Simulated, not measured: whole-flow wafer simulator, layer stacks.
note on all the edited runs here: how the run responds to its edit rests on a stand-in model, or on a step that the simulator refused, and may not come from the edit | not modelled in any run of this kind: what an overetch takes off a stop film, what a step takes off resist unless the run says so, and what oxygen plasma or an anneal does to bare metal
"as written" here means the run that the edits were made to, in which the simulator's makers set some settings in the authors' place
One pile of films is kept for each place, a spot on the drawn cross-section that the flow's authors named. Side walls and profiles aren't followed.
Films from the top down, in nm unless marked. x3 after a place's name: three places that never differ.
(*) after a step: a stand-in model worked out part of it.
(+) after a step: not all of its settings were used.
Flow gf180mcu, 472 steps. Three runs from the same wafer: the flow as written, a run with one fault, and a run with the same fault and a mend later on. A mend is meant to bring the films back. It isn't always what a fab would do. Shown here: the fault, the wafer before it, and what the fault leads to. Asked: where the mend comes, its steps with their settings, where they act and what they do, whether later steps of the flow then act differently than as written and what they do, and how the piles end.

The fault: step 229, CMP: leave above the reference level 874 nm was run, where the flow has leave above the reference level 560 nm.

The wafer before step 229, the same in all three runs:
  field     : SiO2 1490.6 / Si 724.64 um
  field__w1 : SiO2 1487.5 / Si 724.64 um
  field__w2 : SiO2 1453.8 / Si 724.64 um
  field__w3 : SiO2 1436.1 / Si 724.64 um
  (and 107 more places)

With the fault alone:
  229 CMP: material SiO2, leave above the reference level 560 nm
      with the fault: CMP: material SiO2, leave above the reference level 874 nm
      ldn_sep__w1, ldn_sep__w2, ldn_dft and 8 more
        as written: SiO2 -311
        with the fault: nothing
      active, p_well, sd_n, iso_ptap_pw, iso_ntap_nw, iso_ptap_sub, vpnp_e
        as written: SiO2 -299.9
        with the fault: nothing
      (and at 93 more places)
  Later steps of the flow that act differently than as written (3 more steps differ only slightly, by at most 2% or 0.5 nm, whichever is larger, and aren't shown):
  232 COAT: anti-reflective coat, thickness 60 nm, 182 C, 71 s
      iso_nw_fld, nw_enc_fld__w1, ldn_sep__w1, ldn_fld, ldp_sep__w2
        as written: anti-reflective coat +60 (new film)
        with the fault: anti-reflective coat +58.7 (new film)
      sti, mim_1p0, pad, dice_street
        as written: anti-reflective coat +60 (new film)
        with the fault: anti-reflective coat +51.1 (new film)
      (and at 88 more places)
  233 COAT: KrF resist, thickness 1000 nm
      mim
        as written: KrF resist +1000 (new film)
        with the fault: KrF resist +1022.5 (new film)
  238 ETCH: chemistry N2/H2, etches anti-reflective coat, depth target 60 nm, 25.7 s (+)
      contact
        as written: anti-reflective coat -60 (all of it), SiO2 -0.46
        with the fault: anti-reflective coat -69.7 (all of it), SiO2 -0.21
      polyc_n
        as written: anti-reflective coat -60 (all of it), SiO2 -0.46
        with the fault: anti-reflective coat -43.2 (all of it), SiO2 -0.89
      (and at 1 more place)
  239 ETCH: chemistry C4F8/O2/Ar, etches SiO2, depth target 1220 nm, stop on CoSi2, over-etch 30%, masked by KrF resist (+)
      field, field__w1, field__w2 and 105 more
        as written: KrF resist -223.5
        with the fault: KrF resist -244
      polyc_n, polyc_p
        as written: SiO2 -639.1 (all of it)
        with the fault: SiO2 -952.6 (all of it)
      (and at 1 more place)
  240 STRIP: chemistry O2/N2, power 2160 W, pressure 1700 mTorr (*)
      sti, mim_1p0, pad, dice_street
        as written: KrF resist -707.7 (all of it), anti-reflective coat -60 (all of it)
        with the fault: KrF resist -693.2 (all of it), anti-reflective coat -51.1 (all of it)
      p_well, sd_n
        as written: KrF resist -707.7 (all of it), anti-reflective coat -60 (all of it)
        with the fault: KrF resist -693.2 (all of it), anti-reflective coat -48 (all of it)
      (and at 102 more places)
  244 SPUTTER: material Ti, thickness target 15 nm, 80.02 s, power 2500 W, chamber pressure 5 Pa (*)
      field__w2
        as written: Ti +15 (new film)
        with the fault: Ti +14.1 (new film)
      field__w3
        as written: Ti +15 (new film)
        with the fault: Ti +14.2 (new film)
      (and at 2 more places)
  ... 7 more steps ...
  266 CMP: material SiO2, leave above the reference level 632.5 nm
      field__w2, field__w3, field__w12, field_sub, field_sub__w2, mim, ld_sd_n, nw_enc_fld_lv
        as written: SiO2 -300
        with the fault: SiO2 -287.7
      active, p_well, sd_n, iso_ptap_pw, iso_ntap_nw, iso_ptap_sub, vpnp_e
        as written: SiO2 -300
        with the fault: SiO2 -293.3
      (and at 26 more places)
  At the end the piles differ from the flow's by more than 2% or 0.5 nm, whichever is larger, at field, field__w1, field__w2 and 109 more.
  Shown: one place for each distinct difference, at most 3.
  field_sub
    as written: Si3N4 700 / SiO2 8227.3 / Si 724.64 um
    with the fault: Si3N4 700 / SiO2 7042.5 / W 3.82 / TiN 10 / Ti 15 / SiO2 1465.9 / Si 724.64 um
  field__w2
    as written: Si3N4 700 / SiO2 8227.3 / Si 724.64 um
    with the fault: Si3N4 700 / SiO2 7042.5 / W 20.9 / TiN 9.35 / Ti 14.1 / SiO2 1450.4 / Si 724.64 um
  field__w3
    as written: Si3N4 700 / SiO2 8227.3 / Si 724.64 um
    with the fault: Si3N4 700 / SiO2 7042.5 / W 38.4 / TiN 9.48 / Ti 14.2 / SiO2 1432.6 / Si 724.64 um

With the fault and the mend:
  The mend comes after step 237.
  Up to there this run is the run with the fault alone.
  237a STRIP: chemistry O2/N2, power 2160 W, pressure 1700 mTorr (*)
      sti, mim_1p0, pad, dice_street
        KrF resist -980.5 (all of it), anti-reflective coat -51.1 (all of it)
      p_well, sd_n
        KrF resist -980.5 (all of it), anti-reflective coat -48 (all of it)
      ldn_sep__w1, ldn_fld
        KrF resist -974.9 (all of it), anti-reflective coat -58.7 (all of it)
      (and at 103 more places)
  237b CMP: material SiO2, leave above the reference level 560 nm (the flow's step 229 once more)
      field__w5, field__w9, n_well and 36 more
        SiO2 -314
      ldn_sep__w1, ldn_sep__w2, ldn_dft and 8 more
        SiO2 -311
      active, p_well, sd_n, iso_ptap_pw, iso_ntap_nw, iso_ptap_sub, vpnp_e
        SiO2 -299.9
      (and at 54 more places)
  237c HMDS: 120 C, 60 s (the flow's step 231 once more)
      changes no film at any place that is followed
  237d COAT: anti-reflective coat, thickness 60 nm, 182 C, 71 s (the flow's step 232 once more)
      field, field__w1, field__w2 and 108 more
        anti-reflective coat +60 (new film)
  237e COAT: KrF resist, thickness 1000 nm (the flow's step 233 once more)
      field, field__w1, field__w2 and 108 more
        KrF resist +1000 (new film)
  237f SOFTBAKE: KrF resist (the flow's step 234 once more)
      changes no film at any place that is followed
  237g EXPOSE: photomask Contact (the flow's step 235 once more)
      changes no film at any place that is followed
  237h PEB: KrF resist, 135 C, 90 s (the flow's step 236 once more)
      field, field__w1, field__w2 and 108 more
        KrF resist -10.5
  237i DEVELOP: KrF resist, thickness 1000 nm, 60 s (the flow's step 237 once more)
      field, field__w1, field__w2 and 105 more
        KrF resist -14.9
      contact, polyc_n, polyc_p
        KrF resist -989.5 (all of it)
  No later step of the flow acts differently than as written at any place that is followed.
  At the end the piles are the same as the flow's at every place that both follow.
